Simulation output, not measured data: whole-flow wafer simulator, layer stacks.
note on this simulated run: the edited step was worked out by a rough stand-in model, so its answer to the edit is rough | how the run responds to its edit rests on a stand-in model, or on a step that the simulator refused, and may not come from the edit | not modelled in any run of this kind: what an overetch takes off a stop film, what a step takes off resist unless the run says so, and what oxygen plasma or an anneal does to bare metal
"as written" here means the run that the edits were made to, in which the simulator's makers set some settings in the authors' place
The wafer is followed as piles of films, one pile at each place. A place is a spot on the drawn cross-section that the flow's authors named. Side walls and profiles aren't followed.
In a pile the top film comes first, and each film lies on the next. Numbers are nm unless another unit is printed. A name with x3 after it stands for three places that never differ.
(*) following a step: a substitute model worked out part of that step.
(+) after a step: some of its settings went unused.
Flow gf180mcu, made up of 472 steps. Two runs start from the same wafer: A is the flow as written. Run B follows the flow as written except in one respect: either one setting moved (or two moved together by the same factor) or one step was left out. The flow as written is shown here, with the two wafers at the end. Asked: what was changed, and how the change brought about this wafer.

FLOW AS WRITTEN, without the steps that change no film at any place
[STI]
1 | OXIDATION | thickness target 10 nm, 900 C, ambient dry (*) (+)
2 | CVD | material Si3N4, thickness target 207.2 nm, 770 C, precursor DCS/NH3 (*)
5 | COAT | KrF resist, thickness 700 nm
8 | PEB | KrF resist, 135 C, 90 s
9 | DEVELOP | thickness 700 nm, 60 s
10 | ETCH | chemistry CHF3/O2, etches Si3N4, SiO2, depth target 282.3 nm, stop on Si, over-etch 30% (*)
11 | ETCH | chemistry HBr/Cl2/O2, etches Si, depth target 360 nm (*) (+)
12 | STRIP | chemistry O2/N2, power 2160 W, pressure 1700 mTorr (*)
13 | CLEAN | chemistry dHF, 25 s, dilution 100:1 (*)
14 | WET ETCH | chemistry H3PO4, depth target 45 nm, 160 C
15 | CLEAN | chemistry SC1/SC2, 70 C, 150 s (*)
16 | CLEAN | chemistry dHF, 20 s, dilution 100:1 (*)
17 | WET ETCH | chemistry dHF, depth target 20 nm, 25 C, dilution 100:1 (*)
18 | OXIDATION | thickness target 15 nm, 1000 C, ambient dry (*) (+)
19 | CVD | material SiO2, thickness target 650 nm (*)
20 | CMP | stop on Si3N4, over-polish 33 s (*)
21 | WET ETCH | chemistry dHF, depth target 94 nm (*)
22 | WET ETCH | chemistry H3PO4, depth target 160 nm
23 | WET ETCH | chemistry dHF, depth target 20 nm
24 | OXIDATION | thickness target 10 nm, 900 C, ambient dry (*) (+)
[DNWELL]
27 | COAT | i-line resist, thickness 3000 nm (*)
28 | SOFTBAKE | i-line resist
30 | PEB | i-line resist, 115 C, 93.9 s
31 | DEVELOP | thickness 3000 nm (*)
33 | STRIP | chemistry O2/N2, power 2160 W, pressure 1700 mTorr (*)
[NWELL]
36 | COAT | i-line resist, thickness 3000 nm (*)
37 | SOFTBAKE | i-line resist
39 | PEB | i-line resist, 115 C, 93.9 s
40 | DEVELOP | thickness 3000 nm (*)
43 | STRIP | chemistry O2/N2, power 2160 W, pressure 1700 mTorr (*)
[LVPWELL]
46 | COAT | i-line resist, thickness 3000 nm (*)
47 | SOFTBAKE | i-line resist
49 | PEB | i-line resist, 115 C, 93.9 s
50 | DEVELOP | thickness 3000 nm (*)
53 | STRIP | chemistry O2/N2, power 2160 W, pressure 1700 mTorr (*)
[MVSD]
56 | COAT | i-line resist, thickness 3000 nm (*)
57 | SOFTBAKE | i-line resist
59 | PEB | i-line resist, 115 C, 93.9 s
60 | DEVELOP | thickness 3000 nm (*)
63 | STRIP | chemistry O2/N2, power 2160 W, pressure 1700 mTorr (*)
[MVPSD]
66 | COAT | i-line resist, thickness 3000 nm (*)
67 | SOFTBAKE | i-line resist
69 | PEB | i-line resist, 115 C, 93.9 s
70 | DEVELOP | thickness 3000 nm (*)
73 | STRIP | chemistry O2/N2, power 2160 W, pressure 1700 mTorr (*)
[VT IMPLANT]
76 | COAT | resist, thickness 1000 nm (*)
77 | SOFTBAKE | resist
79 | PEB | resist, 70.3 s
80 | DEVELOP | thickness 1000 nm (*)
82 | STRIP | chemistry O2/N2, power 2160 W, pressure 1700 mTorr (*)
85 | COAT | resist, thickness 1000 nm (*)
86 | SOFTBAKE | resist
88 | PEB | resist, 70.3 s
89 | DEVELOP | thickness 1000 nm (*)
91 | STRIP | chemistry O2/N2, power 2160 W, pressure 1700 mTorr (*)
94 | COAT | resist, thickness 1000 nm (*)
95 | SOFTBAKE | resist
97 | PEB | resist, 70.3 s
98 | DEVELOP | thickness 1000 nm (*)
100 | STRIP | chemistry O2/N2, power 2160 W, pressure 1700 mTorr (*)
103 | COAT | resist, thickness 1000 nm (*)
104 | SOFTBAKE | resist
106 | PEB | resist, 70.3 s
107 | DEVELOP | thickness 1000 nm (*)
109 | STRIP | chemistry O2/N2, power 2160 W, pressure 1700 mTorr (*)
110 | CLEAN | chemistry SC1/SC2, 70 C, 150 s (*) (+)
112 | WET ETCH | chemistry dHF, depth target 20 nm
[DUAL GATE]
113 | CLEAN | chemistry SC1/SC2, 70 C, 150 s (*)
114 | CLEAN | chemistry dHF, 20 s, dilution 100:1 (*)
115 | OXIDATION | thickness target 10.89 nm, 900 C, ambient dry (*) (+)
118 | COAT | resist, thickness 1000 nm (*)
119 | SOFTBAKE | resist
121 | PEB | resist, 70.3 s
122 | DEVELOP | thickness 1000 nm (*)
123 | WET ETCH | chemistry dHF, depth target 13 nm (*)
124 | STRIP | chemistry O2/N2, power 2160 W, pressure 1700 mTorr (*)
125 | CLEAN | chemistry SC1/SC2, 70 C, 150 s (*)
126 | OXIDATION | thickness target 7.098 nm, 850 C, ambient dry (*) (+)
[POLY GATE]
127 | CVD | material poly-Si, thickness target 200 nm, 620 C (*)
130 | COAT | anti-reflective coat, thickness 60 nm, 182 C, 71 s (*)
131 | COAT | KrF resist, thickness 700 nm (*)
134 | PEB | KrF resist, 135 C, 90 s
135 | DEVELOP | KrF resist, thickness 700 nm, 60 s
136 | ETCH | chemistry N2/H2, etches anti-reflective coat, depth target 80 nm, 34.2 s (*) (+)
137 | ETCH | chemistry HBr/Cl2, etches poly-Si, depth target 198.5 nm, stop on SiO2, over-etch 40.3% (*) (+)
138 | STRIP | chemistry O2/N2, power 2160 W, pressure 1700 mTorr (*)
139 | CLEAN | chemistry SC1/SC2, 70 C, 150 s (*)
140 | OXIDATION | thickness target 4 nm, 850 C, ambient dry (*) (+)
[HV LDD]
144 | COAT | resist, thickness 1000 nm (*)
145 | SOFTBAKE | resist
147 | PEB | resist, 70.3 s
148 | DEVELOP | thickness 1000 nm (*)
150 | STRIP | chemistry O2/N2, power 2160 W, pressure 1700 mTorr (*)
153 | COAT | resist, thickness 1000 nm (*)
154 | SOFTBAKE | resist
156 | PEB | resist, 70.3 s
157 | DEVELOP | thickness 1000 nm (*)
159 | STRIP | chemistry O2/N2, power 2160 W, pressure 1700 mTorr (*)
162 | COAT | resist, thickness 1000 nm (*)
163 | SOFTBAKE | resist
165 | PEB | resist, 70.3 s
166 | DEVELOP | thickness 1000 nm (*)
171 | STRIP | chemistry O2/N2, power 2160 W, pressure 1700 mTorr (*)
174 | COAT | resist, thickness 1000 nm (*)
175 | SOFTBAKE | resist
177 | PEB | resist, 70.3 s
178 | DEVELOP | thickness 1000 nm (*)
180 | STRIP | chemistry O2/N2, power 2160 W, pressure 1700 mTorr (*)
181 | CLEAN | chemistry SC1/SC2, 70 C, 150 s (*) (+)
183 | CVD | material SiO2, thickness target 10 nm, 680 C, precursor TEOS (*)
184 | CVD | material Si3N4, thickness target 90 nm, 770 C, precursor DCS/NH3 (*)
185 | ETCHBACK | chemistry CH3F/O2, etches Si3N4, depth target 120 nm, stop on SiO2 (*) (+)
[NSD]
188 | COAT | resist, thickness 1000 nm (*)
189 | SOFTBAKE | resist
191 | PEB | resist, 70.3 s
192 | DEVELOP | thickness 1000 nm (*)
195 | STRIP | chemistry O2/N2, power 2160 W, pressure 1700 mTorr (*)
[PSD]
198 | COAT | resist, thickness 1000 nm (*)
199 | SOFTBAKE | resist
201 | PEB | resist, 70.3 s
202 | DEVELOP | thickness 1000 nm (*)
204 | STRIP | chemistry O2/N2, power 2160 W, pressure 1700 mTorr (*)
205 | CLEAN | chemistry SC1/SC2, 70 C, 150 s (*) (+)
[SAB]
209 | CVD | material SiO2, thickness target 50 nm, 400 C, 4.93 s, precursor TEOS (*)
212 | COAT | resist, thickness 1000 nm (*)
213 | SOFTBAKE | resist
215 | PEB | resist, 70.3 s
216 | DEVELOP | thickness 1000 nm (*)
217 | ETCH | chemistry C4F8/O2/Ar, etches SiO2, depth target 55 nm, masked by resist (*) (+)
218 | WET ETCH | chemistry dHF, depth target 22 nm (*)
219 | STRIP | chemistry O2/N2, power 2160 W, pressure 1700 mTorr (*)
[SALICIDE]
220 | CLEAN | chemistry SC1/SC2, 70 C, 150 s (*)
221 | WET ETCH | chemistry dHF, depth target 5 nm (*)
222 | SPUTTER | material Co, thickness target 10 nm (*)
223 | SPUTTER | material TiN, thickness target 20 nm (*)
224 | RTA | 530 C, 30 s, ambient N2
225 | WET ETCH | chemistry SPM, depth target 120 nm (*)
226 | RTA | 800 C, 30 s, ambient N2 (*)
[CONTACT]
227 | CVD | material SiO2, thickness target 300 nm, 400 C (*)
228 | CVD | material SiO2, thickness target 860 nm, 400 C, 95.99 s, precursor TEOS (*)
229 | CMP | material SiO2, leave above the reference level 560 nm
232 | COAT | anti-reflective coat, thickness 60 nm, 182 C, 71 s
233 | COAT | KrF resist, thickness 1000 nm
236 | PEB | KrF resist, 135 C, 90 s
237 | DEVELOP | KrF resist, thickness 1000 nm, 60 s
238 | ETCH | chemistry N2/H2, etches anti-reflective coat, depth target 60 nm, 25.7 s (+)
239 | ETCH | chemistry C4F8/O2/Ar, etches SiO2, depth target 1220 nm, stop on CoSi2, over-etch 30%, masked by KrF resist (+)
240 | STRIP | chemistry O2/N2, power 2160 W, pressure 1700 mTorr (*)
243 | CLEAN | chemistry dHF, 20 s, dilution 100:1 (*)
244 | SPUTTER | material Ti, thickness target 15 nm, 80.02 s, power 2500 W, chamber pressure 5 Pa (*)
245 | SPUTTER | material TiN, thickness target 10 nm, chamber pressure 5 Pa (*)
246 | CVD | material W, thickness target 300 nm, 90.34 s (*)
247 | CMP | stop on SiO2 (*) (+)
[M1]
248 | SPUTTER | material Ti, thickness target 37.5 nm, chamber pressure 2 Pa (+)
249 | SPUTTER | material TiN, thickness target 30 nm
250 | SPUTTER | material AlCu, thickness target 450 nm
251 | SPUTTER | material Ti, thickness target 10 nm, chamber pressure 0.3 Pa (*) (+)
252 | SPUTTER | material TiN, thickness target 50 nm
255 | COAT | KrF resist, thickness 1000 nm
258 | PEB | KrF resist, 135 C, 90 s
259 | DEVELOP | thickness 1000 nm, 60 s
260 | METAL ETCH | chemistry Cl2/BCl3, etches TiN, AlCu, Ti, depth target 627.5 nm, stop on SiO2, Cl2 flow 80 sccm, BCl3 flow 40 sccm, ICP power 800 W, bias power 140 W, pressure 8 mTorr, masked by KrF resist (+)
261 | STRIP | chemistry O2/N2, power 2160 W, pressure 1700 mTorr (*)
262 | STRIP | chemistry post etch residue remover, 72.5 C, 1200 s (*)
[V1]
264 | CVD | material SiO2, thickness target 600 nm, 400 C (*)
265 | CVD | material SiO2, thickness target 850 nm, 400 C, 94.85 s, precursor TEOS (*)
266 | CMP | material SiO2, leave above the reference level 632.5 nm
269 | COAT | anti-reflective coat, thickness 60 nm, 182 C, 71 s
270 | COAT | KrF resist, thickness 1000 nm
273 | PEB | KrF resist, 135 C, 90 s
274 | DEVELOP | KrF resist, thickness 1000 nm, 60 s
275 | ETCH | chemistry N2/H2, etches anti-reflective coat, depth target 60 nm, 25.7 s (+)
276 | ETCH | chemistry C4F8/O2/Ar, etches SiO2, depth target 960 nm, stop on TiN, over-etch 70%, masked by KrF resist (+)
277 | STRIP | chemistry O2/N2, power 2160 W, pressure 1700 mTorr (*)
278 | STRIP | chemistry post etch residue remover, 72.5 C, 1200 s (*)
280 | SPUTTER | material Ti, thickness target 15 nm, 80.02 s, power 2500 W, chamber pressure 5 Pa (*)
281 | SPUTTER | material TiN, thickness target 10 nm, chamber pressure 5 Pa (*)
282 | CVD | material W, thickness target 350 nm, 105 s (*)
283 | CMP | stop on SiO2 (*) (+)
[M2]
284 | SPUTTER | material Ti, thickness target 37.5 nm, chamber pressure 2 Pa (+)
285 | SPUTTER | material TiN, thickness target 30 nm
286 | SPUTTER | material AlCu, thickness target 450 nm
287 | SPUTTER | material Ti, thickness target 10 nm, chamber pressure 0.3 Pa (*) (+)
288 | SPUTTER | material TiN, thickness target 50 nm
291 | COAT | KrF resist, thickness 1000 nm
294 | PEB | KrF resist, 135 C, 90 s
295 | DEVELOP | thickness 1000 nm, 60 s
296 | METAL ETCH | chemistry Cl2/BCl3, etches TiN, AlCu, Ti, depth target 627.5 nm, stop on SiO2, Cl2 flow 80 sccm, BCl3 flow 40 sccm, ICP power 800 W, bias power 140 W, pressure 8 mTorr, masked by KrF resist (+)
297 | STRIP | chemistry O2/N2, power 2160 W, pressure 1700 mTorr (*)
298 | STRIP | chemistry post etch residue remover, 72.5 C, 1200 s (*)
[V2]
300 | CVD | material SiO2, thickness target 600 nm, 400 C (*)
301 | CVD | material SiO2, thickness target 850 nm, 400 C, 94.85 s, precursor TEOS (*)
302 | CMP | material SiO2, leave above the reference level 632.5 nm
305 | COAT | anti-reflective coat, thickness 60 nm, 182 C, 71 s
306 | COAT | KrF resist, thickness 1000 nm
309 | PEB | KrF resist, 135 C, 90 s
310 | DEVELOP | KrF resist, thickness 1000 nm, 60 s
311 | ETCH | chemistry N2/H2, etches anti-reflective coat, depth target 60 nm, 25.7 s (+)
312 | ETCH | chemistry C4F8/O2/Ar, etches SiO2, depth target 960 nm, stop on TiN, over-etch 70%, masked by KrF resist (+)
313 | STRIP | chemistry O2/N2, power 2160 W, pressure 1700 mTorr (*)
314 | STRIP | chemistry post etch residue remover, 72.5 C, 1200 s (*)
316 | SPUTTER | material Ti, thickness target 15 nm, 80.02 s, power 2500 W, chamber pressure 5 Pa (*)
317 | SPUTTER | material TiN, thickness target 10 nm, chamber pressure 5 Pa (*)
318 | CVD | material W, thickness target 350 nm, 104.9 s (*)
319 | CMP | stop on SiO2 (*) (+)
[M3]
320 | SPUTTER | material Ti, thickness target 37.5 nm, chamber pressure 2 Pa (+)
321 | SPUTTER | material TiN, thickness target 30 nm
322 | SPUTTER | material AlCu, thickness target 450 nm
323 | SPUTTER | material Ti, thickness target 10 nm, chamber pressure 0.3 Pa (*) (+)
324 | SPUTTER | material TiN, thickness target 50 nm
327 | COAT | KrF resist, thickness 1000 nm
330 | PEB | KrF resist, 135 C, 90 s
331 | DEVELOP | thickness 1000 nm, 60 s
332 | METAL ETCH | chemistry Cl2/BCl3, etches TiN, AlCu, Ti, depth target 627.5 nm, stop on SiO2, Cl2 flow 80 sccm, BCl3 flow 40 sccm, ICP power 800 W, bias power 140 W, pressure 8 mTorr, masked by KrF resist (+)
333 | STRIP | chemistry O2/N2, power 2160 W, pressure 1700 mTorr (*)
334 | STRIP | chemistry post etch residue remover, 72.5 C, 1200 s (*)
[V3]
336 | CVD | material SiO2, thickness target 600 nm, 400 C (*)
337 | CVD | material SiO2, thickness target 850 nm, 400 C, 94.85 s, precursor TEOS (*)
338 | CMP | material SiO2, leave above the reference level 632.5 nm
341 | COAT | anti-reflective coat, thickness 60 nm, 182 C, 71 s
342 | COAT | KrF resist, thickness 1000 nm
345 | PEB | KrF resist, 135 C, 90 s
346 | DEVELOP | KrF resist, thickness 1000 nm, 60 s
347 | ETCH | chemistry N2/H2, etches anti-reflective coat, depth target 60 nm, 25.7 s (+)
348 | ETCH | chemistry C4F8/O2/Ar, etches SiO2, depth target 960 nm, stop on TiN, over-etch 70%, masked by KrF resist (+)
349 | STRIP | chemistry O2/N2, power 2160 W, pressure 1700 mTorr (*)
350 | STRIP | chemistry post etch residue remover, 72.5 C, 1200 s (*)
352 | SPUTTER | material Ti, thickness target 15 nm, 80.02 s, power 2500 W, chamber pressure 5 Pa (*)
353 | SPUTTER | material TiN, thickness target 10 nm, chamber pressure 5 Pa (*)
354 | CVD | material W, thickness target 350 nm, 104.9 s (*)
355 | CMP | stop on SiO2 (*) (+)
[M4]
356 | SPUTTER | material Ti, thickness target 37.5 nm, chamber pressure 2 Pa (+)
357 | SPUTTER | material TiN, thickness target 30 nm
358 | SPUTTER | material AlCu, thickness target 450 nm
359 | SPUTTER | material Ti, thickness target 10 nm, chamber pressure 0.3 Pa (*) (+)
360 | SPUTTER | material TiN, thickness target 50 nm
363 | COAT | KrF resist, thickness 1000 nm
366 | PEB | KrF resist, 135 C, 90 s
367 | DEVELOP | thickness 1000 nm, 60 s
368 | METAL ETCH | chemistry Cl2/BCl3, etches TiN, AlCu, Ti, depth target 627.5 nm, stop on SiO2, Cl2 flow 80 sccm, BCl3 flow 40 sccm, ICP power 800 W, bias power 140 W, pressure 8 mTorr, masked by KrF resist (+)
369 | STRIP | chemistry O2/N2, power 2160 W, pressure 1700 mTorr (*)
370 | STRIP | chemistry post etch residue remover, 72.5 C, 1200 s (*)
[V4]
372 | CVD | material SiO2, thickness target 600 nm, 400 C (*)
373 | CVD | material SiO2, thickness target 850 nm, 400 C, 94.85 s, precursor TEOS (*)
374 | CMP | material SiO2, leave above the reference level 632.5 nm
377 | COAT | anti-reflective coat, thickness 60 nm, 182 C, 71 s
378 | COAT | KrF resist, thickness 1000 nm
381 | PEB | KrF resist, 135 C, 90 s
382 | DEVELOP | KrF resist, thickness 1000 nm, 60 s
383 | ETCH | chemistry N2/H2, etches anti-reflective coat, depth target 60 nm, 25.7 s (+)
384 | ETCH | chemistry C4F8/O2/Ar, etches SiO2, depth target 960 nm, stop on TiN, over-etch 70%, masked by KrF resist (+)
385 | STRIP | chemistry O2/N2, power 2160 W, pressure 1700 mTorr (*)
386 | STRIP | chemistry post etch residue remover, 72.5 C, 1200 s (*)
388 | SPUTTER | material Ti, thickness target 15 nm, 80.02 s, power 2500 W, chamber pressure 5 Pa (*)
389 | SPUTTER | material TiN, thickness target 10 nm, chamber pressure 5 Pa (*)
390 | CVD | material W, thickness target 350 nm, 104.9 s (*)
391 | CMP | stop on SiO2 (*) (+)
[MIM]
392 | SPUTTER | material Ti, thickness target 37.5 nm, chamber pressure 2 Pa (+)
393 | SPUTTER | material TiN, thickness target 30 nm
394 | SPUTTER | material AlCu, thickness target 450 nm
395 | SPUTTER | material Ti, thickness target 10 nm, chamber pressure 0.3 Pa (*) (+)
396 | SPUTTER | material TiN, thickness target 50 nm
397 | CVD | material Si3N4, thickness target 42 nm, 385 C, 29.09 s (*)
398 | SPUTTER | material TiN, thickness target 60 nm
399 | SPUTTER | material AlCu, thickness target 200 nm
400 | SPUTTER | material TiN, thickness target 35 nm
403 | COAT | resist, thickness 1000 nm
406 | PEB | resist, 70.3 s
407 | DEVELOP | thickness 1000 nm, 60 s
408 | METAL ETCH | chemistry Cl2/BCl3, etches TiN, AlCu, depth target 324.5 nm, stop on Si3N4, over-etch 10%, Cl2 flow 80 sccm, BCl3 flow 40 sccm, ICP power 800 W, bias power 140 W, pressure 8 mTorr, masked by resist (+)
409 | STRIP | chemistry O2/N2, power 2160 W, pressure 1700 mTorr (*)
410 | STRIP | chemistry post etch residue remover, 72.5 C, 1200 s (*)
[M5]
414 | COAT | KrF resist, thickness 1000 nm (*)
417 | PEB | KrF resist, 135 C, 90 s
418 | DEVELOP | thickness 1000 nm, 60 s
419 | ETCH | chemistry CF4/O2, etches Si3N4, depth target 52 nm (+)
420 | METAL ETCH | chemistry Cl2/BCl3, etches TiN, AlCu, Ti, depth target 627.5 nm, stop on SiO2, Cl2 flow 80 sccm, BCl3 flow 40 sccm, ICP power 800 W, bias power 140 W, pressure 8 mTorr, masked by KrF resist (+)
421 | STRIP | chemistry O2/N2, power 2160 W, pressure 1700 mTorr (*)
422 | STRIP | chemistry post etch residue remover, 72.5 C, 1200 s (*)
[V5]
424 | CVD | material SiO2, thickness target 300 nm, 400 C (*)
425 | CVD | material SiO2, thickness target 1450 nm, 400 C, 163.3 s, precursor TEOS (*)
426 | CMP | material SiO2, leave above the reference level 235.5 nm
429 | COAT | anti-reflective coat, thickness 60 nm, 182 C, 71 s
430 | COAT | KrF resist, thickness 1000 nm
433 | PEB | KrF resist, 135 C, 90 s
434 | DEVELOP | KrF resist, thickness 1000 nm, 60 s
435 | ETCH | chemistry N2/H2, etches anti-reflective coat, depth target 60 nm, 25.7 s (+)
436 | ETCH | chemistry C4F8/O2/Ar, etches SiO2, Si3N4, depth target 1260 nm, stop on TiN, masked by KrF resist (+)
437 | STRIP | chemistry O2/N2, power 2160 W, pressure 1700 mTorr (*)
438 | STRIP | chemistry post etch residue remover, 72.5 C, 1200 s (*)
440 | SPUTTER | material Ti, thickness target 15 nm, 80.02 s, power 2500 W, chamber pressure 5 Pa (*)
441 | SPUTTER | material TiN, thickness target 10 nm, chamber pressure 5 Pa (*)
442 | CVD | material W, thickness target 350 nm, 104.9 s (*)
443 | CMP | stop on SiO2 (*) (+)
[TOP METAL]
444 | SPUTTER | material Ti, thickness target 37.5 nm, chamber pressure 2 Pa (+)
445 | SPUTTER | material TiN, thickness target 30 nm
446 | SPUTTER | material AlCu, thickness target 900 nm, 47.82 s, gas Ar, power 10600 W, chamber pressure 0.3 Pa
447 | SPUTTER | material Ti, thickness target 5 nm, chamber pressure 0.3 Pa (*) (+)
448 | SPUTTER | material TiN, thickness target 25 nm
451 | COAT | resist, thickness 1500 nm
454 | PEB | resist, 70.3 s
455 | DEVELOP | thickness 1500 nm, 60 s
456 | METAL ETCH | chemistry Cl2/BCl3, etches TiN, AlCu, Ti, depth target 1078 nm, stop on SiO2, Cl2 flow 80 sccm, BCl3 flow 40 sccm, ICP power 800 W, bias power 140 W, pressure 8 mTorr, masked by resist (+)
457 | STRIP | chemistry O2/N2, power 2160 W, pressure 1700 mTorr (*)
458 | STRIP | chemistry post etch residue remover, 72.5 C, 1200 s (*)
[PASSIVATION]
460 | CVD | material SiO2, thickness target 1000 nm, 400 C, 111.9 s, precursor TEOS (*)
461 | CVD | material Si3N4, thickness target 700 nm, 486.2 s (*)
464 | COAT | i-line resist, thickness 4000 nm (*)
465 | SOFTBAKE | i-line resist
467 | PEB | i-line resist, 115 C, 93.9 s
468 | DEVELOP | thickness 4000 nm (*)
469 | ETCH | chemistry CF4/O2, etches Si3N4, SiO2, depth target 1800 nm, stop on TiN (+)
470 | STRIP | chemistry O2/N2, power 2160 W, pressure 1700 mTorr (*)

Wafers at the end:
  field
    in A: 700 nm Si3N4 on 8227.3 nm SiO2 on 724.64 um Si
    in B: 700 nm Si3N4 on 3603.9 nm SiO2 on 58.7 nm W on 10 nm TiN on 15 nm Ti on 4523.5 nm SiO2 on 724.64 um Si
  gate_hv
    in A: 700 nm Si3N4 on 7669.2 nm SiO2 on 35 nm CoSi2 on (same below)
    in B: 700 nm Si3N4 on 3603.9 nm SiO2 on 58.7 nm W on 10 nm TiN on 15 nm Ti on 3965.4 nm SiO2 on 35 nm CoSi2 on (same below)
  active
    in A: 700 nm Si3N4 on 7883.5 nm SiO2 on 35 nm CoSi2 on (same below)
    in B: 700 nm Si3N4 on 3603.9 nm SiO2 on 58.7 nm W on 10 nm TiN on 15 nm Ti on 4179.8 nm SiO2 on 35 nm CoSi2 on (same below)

The reason: step 337, CVD: thickness target 425 nm was run, while the flow as written has thickness target 850 nm; step 337, CVD: 47.43 s was run, where the flow has 94.85 s.

How this came from the change, step by step:
  337 | CVD | material SiO2, thickness target 850 nm, 400 C, 94.85 s, precursor TEOS (*)
      field, field__w1, field__w2 and 108 more: A SiO2 gains 850 | B SiO2 gains 434.1
  338 | CMP | material SiO2, leave above the reference level 632.5 nm
      field, field__w1, field__w2 and 103 more: A SiO2 loses 300 | B nothing
      field__w8, contact, m1, m1__w1, m1_nw: A SiO2 loses 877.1 | B SiO2 loses 461.1
  341 | COAT | anti-reflective coat, thickness 60 nm, 182 C, 71 s
      nw_enc_fld_lv, nw_enc_fld_lv__w3: A anti-reflective coat gains 60 (new film) | B anti-reflective coat gains 50.9 (new film)
      field: A anti-reflective coat gains 60 (new film) | B anti-reflective coat gains 106.5 (new film)
      (as well as at 17 more places)
  342 | COAT | KrF resist, thickness 1000 nm
      field__w1: A KrF resist gains 1000 (new film) | B KrF resist gains 978 (new film)
      n_well: A KrF resist gains 1000 (new film) | B KrF resist gains 969.1 (new film)
      (as well as at 9 more places)
  345 | PEB | KrF resist, 135 C, 90 s
      polyc_n, polyc_n_rim: A KrF resist loses 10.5 | B KrF resist loses 11.5
      contact: A KrF resist loses 10.5 | B KrF resist loses 9.69
      (as well as at 2 more places)
  346 | DEVELOP | KrF resist, thickness 1000 nm, 60 s
      contact: A KrF resist loses 989.5 (all of it) | B KrF resist loses 935.9 (all of it)
  347 | ETCH | chemistry N2/H2, etches anti-reflective coat, depth target 60 nm, 25.7 s (+)
      contact: A anti-reflective coat loses 60 (all of it), SiO2 loses 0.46 | B anti-reflective coat loses 22.8 (all of it), SiO2 loses 1.42
  349 | STRIP | chemistry O2/N2, power 2160 W, pressure 1700 mTorr (*)
      field: A KrF resist loses 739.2 (all of it), anti-reflective coat loses 60 (all of it) | B KrF resist loses 721.2 (all of it), anti-reflective coat loses 106.5 (all of it)
      field__w1: A KrF resist loses 739.2 (all of it), anti-reflective coat loses 60 (all of it) | B KrF resist loses 717.5 (all of it), anti-reflective coat loses 86.1 (all of it)
      (as well as at 17 more places)
  352 | SPUTTER | material Ti, thickness target 15 nm, 80.02 s, power 2500 W, chamber pressure 5 Pa (*)
      contact: A Ti gains 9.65 (new film) | B Ti gains 10.3 (new film)
  354 | CVD | material W, thickness target 350 nm, 104.9 s (*)
      contact: A W gains 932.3 (new film) | B W gains 815.2 (new film)
  355 | CMP | stop on SiO2 (*) (+)
      field, field__w1, field__w2 and 103 more: A W loses 350 (all of it), TiN loses 10 (all of it), Ti loses 15 (all of it), SiO2 loses 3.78 | B W loses 279.1
      field__w8, m1, m1__w1, m1_nw: A W loses 350 (all of it), TiN loses 10 (all of it), Ti loses 15 (all of it), SiO2 loses 3.78 | B W loses 350 (all of it), TiN loses 10 (all of it), Ti loses 15 (all of it), SiO2 loses 20
      (as well as at 1 more place)
  368 | METAL ETCH | chemistry Cl2/BCl3, etches TiN, AlCu, Ti, depth target 627.5 nm, stop on SiO2, Cl2 flow 80 sccm, BCl3 flow 40 sccm, ICP power 800 W, bias power 140 W, pressure 8 mTorr, masked by KrF resist (+)
      field, field__w1, field__w2 and 103 more: A TiN loses 50 (all of it), Ti loses 10 (all of it), AlCu loses 450 (all of it), TiN loses 30 (all of it), Ti loses 37.5 (all of it) | B TiN loses 50 (all of it), Ti loses 10 (all of it), AlCu loses 450 (all of it), TiN loses 30 (all of it), Ti loses 37.5 (all of it), W loses 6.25
  370 | STRIP | chemistry post etch residue remover, 72.5 C, 1200 s (*)
      field, field__w1, field__w2 and 103 more: A nothing | B W loses 6.01
  372 | CVD | material SiO2, thickness target 600 nm, 400 C (*)
      field, field__w1, field__w2 and 103 more: A SiO2 gains 600 | B SiO2 gains 600 (new film)
  374 | CMP | material SiO2, leave above the reference level 632.5 nm
      field, field__w1, field__w2 and 103 more: A SiO2 loses 300 | B SiO2 loses 287.7
Taking metal films that touch as one body, field has 1 body; the flow as written gives 0 bodies.
Taking metal films that touch as one body, gate_hv has 2 bodies (between them, from the top down: SiO2 3965.4); the flow as written gives 1 body.
Taking metal films that touch as one body, active has 2 bodies (between them, from the top down: SiO2 4179.8); the flow as written gives 1 body.
